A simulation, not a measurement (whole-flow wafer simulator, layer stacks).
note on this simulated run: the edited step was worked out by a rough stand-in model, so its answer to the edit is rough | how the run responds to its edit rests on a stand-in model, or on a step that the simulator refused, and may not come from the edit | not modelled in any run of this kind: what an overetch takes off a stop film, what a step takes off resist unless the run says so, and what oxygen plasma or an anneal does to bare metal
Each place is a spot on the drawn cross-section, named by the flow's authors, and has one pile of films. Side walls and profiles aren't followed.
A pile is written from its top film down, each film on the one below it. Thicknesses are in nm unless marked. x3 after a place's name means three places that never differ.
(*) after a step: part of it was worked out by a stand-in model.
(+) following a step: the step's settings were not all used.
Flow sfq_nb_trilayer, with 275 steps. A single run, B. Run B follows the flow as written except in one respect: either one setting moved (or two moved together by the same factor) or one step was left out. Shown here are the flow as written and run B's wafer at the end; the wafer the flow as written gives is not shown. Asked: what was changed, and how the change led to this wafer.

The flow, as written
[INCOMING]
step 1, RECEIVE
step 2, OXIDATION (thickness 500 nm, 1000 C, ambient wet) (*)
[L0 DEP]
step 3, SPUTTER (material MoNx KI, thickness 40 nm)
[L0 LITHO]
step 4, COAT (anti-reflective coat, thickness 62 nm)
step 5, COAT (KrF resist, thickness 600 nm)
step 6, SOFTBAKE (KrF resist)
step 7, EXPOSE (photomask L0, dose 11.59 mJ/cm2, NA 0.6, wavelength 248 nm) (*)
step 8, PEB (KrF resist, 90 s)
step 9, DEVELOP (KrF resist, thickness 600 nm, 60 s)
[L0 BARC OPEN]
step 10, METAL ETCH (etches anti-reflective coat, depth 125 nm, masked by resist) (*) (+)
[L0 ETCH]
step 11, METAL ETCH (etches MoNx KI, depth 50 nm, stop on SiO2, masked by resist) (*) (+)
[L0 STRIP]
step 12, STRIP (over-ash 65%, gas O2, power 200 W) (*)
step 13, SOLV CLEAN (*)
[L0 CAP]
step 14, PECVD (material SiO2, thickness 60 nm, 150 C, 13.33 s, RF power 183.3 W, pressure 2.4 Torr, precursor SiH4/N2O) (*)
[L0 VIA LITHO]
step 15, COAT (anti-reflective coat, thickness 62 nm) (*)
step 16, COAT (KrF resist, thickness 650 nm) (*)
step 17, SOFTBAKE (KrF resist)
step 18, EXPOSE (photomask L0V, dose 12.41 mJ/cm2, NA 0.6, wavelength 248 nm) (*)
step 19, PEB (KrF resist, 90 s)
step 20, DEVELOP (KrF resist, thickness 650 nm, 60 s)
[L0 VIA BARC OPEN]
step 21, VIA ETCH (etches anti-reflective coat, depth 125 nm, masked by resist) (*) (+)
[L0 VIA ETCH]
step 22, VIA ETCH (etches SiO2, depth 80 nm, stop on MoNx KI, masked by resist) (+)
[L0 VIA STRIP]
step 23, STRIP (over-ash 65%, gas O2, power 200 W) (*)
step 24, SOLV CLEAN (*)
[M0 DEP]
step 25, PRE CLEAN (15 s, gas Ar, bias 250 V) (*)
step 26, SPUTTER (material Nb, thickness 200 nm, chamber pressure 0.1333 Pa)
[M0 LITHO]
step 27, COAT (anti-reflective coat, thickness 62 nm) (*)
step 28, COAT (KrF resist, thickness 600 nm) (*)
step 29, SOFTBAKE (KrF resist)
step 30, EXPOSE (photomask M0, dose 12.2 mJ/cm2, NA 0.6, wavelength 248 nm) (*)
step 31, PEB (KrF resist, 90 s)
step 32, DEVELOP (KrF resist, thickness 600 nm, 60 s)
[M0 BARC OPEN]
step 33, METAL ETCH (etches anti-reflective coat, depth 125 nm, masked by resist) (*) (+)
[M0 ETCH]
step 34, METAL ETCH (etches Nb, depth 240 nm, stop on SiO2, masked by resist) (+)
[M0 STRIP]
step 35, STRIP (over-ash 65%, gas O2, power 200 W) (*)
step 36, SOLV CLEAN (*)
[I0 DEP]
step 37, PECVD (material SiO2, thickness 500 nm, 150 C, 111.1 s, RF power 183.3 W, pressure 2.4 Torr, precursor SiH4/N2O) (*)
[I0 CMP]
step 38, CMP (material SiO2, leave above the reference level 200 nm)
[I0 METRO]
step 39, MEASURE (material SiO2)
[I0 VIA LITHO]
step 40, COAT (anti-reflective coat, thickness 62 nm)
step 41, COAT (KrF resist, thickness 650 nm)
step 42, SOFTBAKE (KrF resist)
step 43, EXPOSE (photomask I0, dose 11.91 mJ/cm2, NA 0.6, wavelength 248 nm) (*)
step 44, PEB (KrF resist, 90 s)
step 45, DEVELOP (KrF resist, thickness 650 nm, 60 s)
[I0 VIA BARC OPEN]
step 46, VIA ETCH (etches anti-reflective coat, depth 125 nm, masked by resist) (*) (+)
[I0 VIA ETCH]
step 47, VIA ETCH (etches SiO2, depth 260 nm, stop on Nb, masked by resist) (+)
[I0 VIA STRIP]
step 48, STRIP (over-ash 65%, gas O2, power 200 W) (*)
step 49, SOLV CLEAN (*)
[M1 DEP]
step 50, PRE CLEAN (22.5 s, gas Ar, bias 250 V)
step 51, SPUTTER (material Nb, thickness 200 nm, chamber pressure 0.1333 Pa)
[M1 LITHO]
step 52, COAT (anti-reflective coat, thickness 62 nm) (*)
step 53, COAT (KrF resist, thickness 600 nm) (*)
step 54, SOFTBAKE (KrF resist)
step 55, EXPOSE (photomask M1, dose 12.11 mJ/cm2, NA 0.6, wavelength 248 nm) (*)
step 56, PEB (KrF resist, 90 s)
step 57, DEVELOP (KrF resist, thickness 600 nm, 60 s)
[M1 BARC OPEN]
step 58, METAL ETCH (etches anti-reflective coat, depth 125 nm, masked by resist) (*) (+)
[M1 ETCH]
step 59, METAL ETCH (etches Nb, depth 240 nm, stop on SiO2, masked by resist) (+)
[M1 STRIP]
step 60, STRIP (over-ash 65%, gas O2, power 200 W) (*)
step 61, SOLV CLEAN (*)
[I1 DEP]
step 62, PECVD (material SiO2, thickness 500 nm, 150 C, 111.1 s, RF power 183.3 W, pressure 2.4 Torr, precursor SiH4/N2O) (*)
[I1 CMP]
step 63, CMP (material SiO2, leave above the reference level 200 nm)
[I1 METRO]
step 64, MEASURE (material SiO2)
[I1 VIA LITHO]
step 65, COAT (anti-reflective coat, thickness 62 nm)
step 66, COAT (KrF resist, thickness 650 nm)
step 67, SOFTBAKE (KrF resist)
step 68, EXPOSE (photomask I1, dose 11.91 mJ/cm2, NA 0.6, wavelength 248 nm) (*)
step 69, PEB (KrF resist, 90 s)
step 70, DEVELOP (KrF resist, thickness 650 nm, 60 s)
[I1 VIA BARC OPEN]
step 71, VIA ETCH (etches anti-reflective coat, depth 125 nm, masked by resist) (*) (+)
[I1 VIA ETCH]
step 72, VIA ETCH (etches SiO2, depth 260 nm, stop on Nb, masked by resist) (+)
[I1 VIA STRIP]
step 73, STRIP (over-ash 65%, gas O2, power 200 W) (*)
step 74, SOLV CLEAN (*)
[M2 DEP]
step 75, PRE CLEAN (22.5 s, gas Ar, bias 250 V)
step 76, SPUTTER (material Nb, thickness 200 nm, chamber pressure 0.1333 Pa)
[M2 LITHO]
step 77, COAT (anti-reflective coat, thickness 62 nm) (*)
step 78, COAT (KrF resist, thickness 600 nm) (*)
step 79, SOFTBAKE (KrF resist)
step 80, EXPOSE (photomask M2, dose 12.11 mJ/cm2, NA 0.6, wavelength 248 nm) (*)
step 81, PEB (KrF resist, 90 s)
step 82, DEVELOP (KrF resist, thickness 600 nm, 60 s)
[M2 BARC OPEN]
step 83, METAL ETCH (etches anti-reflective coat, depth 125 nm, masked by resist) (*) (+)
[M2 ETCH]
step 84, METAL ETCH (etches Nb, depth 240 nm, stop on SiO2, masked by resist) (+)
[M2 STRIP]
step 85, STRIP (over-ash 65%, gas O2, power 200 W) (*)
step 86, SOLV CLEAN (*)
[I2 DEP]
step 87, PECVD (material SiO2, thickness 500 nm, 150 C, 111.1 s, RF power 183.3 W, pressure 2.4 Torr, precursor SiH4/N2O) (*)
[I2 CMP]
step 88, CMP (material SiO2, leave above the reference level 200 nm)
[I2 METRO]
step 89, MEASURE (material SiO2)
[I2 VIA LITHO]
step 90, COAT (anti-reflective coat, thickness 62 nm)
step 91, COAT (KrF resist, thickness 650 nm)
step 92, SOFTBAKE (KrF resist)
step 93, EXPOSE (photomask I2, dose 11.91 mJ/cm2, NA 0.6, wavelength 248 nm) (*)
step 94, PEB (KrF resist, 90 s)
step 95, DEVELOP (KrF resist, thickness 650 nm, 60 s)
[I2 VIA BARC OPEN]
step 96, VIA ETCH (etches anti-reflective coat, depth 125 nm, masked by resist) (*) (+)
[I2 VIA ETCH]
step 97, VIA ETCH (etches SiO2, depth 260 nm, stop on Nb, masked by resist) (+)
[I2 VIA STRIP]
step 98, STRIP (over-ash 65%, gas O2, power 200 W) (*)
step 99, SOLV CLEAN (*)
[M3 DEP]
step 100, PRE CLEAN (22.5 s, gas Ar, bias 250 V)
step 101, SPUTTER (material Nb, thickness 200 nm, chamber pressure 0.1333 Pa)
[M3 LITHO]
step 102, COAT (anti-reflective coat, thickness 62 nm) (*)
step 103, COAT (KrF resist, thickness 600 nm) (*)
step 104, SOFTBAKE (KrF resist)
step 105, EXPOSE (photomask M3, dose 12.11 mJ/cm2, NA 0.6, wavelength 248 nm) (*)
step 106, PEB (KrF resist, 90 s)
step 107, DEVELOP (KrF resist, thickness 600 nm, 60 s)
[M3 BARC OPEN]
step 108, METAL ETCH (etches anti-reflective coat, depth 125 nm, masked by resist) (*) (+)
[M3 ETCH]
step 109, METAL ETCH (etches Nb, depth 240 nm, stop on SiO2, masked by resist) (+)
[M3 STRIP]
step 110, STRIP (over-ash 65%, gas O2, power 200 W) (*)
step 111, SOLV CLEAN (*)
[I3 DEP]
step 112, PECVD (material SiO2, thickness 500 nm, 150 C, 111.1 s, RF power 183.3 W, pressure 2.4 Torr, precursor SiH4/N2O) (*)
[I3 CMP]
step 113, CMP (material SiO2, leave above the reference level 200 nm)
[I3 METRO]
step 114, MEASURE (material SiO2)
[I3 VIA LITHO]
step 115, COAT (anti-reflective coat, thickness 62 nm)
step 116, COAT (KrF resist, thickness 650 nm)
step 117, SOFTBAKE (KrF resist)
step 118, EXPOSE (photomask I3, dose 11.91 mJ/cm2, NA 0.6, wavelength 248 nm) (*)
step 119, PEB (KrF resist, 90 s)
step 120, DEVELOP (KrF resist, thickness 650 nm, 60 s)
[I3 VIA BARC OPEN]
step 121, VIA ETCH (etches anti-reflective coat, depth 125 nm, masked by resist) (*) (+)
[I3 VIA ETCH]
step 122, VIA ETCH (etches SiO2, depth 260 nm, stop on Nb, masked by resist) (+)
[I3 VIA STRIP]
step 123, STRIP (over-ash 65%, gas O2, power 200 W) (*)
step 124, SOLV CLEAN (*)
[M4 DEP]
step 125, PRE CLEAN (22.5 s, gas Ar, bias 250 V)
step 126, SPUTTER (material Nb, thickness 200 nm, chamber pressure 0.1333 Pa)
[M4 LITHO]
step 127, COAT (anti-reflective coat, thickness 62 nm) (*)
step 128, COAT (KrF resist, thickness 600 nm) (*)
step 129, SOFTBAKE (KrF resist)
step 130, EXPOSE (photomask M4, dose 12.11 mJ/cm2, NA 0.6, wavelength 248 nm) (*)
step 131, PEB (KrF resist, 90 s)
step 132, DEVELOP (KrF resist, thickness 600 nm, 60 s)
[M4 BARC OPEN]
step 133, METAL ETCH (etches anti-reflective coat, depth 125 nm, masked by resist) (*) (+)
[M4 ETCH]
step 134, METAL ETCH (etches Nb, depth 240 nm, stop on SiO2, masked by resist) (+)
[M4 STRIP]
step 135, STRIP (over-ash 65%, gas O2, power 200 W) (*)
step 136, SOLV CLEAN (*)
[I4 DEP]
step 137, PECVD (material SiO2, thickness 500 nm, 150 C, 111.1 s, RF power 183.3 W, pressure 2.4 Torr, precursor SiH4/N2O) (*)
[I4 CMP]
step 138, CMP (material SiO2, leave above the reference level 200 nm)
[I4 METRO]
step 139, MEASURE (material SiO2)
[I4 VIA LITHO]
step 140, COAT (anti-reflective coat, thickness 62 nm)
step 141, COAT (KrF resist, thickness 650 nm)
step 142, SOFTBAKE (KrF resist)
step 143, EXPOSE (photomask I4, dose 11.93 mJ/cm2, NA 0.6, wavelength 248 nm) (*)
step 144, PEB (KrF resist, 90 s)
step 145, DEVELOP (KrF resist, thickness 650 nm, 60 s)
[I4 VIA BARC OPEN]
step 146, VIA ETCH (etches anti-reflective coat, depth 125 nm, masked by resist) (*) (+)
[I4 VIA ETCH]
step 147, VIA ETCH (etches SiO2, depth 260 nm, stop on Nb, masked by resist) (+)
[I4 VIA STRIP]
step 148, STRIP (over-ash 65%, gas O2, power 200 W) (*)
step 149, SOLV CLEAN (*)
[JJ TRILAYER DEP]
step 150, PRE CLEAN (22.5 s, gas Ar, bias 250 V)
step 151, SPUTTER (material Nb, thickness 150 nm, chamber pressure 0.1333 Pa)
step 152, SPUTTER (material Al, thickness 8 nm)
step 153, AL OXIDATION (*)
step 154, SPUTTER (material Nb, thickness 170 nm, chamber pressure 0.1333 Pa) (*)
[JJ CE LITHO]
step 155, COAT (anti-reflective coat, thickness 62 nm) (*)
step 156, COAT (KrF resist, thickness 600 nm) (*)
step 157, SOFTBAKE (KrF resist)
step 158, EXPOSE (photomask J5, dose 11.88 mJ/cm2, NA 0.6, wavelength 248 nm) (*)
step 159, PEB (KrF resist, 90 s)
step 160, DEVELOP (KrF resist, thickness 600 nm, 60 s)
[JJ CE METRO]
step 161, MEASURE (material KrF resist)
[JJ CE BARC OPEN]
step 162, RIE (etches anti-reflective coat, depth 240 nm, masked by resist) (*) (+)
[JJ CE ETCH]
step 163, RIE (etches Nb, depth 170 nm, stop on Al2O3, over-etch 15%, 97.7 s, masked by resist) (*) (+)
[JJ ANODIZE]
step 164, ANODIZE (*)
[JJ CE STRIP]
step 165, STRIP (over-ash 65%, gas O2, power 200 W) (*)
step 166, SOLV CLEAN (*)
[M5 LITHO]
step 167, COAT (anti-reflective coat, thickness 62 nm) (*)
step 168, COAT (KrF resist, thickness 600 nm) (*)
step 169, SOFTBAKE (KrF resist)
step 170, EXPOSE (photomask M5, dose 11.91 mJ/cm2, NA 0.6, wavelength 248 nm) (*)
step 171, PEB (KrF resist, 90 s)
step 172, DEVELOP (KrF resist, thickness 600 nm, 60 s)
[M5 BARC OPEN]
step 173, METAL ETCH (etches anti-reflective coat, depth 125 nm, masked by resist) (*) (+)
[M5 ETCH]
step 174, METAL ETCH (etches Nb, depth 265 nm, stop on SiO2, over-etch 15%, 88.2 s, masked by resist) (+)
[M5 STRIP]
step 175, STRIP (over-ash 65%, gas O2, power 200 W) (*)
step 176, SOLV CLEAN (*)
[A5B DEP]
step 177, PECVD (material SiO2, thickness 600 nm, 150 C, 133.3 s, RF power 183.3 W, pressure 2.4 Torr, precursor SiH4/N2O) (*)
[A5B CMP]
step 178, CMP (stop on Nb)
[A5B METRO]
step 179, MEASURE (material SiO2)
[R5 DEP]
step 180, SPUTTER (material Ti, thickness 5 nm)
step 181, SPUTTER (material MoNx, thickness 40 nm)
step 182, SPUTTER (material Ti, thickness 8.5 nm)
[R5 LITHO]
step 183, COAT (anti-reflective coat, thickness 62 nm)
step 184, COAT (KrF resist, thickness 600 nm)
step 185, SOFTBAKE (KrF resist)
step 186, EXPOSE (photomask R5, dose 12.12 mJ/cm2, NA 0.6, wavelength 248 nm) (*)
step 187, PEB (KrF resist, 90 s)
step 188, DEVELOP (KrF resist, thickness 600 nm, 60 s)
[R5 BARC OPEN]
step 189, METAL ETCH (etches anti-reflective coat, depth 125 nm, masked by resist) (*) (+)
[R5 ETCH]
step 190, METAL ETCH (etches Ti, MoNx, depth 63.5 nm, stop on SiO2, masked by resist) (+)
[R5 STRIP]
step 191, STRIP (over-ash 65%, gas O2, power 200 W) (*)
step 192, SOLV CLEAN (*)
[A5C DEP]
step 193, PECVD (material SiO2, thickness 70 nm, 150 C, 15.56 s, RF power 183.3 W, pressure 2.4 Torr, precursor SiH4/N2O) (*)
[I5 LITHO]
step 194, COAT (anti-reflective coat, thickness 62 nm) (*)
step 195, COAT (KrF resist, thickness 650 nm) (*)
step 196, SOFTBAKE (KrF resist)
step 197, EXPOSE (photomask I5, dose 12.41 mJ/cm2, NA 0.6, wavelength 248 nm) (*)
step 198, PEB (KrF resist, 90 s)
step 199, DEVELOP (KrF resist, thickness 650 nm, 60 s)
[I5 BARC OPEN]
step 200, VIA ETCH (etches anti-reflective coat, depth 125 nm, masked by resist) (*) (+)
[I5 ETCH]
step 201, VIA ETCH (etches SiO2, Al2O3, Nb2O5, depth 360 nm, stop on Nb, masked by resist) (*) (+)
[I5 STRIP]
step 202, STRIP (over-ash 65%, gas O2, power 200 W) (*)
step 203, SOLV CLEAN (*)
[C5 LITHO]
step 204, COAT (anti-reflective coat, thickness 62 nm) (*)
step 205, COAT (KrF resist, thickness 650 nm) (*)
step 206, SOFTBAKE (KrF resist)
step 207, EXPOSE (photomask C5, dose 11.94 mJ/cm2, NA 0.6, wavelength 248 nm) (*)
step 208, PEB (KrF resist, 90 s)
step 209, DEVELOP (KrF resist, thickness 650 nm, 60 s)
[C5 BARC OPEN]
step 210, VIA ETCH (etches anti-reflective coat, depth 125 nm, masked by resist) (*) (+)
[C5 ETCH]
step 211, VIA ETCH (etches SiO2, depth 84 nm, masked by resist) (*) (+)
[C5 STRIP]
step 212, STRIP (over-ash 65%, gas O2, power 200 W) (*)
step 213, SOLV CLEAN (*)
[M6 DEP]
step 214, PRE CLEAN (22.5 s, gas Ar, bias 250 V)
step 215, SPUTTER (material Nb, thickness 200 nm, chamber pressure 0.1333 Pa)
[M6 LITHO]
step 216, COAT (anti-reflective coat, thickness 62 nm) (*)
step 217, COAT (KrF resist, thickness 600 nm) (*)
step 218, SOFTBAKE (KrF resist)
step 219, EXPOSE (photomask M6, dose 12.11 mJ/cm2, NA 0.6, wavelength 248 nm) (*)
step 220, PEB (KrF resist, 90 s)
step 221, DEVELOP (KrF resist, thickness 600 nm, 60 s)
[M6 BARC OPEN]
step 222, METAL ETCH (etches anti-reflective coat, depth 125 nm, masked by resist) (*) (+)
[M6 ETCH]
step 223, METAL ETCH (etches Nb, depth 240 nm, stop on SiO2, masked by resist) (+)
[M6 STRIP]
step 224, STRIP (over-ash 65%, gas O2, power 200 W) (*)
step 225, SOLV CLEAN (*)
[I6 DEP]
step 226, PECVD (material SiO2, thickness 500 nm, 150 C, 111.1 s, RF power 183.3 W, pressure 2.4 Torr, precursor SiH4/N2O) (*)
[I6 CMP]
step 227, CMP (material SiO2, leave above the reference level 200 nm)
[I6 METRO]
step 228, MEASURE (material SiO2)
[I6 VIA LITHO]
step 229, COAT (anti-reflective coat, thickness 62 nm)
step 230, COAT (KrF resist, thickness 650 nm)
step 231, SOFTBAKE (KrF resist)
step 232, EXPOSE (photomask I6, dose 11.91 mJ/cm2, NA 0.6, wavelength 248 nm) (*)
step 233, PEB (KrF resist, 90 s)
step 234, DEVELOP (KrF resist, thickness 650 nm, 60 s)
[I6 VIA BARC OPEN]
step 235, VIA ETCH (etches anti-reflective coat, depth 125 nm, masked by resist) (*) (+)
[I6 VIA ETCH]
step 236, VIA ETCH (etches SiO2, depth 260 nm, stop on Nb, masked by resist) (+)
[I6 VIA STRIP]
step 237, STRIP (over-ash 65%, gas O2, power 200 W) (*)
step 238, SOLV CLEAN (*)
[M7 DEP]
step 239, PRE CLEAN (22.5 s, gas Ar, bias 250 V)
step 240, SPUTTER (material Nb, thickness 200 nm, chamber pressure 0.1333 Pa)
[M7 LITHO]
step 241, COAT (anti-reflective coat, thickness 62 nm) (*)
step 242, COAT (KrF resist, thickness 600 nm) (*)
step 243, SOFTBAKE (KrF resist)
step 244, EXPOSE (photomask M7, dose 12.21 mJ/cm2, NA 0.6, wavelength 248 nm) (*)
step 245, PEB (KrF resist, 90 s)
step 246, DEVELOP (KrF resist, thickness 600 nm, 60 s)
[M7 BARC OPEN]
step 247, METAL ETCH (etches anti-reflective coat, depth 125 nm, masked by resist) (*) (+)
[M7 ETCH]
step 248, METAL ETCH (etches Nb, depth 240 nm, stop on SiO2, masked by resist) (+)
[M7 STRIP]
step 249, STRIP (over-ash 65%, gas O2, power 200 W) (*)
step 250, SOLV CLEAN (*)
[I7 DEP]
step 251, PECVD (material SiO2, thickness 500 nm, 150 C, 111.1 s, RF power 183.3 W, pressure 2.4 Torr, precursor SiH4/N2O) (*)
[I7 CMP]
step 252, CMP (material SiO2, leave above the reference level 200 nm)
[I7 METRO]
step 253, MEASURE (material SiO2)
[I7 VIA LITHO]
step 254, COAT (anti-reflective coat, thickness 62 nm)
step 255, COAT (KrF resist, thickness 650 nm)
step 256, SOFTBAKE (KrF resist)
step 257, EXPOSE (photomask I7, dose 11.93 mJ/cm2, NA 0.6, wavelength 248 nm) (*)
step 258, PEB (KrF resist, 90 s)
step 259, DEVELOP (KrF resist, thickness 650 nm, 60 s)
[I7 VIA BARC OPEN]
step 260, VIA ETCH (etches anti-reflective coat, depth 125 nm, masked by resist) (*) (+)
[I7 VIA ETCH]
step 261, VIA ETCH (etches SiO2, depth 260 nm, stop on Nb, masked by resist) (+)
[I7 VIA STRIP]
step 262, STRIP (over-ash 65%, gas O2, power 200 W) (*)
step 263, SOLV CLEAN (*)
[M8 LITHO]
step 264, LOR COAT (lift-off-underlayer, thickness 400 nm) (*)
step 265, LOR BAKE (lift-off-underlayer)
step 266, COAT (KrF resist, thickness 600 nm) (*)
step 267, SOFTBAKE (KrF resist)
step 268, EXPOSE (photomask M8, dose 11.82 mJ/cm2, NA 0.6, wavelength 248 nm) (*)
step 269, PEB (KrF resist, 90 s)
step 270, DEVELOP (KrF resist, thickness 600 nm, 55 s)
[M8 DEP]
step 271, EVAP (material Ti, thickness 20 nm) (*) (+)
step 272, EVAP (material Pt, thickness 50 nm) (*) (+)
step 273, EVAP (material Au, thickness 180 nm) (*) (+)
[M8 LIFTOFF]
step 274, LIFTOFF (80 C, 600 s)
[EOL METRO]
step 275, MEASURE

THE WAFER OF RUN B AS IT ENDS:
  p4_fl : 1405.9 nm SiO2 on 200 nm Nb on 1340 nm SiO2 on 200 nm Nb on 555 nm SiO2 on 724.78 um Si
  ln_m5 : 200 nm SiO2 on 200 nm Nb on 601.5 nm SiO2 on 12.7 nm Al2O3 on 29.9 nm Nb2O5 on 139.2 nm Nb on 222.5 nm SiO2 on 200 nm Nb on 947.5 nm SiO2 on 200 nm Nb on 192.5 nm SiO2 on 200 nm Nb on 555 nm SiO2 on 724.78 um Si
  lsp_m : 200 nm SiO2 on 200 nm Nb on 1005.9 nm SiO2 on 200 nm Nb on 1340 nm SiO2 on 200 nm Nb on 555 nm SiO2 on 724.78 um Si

The reason: step 112, PECVD: thickness 370 nm was run, while the flow as written has thickness 500 nm; step 112, PECVD: 82.22 s was run, where the flow has 111.1 s.

How this came from the change, step by step:
  step 112, PECVD (material SiO2, thickness 500 nm, 150 C, 111.1 s, RF power 183.3 W, pressure 2.4 Torr, precursor SiH4/N2O) (*)
      field_l, be, be_sur and 64 more: +370 SiO2 (as written it would have been: +500 SiO2)
      v_sur, via_wl, via_wr and 27 more: +370 SiO2 (new film) (as written it would have been: +500 SiO2 (new film))
      (also at 9 further places)
  step 113, CMP (material SiO2, leave above the reference level 200 nm)
      field_l, be, be_sur and 64 more: nothing (as written it would have been: -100 SiO2)
      p4_g1, p4_g2, p3_s0, p3_s1, p3_s2, p3_s3, p3_s4, p3_s5: nothing (as written it would have been: -157.1 SiO2)
      (also at 31 further places)
  step 115, COAT (anti-reflective coat, thickness 62 nm)
      p3_fr, m0r_space_l, m0r_space_r, m6r_space_l, m6r_space_r, m7r_space_l, m7r_space_r: +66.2 anti-reflective coat (new film) (as written it would have been: +62 anti-reflective coat (new film))
      v_sur, p4_w3, p3_l4, p3_l5, p3_l6: +55.8 anti-reflective coat (new film) (as written it would have been: +62 anti-reflective coat (new film))
      (also at 50 further places)
  step 116, COAT (KrF resist, thickness 650 nm)
      p4_w3: +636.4 KrF resist (new film) (as written it would have been: +650 KrF resist (new film))
  step 121, VIA ETCH (etches anti-reflective coat, depth 125 nm, masked by resist) (*) (+)
      field_l, v_sur, via_wl and 102 more: -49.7 KrF resist (as written it would have been: -51.7 KrF resist)
      via_v: -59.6 anti-reflective coat (all of it), -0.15 SiO2 (as written it would have been: -62 anti-reflective coat (all of it), -0.16 SiO2)
  step 123, STRIP (over-ash 65%, gas O2, power 200 W) (*)
      m0r_space_l, m0r_space_r, m6r_space_l, m6r_space_r, m7r_space_l, m7r_space_r: -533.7 KrF resist (all of it), -66.2 anti-reflective coat (all of it) (as written it would have been: -528.6 KrF resist (all of it), -62 anti-reflective coat (all of it))
      p3_l2, p3_l3: -522.6 KrF resist (all of it), -55.9 anti-reflective coat (all of it) (as written it would have been: -528.6 KrF resist (all of it), -62 anti-reflective coat (all of it))
      (also at 53 further places)
  step 127, COAT (anti-reflective coat, thickness 62 nm) (*)
      p3_l1, p3_l2, p3_l3, p3_l4, p3_l5, p3_l6: +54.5 anti-reflective coat (new film) (as written it would have been: +62 anti-reflective coat (new film))
      p3_s0, p3_s1, p3_s2, p3_s3, p3_s4: +69.9 anti-reflective coat (new film) (as written it would have been: +62 anti-reflective coat (new film))
      (also at 50 further places)
  step 128, COAT (KrF resist, thickness 600 nm) (*)
      via_wl: +585 KrF resist (new film) (as written it would have been: +597 KrF resist (new film))
      wire: +579.4 KrF resist (new film) (as written it would have been: +592.1 KrF resist (new film))
      (also at 2 further places)
  step 133, METAL ETCH (etches anti-reflective coat, depth 125 nm, masked by resist) (*) (+)
      v_sur, via_wl, via_w and 36 more: -53.1 KrF resist (as written it would have been: -51.7 KrF resist)
      p3_s0, p3_s1, p3_s2, p3_s3, p3_s4: -69.9 anti-reflective coat (all of it) (as written it would have been: -62 anti-reflective coat (all of it))
      (also at 31 further places)
  step 135, STRIP (over-ash 65%, gas O2, power 200 W) (*)
      p3_l2, p3_l3: -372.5 KrF resist (all of it), -54.5 anti-reflective coat (all of it) (as written it would have been: -382.4 KrF resist (all of it), -62 anti-reflective coat (all of it))
      v_sur: -368.9 KrF resist (all of it), -54.5 anti-reflective coat (all of it) (as written it would have been: -379.9 KrF resist (all of it), -61.4 anti-reflective coat (all of it))
      (also at 22 further places)
  step 137, PECVD (material SiO2, thickness 500 nm, 150 C, 111.1 s, RF power 183.3 W, pressure 2.4 Torr, precursor SiH4/N2O) (*)
      p3_s0, p3_s1, p3_s2, p3_s3, p3_s4, p3_s5: +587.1 SiO2 (as written it would have been: +557.1 SiO2)
  step 138, CMP (material SiO2, leave above the reference level 200 nm)
      field_l, be, be_sur and 55 more: -70 SiO2 (as written it would have been: -100 SiO2)
      ln_m5, lsp_m, ln_m6, p4_fl, p4_fm, p4_g1, p4_g2, p4_fr: -270 SiO2 (as written it would have been: -300 SiO2)
      (also at 3 further places)
